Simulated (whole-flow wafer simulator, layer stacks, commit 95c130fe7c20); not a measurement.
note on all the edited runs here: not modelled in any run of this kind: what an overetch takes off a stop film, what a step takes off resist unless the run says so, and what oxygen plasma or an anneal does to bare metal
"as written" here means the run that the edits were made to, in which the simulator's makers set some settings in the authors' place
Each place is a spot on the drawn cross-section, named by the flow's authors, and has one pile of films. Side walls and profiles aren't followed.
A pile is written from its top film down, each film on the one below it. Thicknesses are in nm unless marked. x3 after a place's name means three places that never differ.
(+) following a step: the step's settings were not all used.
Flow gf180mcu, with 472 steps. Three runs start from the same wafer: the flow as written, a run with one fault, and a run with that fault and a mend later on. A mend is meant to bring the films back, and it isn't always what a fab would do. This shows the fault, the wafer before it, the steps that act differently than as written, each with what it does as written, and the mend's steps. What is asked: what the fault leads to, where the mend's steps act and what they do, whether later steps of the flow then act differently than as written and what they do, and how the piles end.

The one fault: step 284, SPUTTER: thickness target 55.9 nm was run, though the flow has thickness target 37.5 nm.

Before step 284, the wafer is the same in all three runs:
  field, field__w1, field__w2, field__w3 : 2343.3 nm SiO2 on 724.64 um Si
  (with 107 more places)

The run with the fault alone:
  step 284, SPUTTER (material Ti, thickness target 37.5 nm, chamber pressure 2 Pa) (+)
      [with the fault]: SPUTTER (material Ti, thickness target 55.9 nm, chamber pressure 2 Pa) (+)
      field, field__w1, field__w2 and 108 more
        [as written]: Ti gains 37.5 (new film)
        [with the fault]: Ti gains 55.9 (new film)
  Later steps of the flow acting differently than as written:
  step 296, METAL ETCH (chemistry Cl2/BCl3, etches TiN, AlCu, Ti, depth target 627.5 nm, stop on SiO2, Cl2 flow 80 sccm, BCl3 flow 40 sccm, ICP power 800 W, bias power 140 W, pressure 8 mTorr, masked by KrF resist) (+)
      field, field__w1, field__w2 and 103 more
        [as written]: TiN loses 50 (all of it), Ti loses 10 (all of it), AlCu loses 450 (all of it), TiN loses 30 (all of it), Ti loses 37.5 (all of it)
        [with the fault]: TiN loses 50 (all of it), Ti loses 10 (all of it), AlCu loses 450 (all of it), TiN loses 30 (all of it), Ti loses 55.9 (all of it)
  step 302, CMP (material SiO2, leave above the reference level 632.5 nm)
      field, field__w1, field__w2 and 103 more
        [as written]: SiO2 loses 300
        [with the fault]: SiO2 loses 281.6
  The piles end different from the flow's at field__w8, contact, m1, m1__w1, m1_nw by more than 2% or 0.5 nm, whichever is larger.
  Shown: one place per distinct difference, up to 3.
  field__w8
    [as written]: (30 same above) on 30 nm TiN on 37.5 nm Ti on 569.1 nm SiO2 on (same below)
    [with the fault]: (30 same above) on 30 nm TiN on 55.9 nm Ti on 569.1 nm SiO2 on (same below)
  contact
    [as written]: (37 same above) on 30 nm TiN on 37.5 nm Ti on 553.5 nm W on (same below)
    [with the fault]: (37 same above) on 30 nm TiN on 55.9 nm Ti on 553.5 nm W on (same below)

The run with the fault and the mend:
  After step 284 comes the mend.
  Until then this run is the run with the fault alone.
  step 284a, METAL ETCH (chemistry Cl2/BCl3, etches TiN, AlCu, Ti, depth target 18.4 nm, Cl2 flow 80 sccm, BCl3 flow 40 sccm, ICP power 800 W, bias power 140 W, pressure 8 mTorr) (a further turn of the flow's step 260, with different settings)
      field, field__w1, field__w2 and 108 more
        Ti loses 18.4
  Later steps of the flow that are run all act as written at every place that is followed.
  By the end, the piles equal the flow's at every place that both follow.
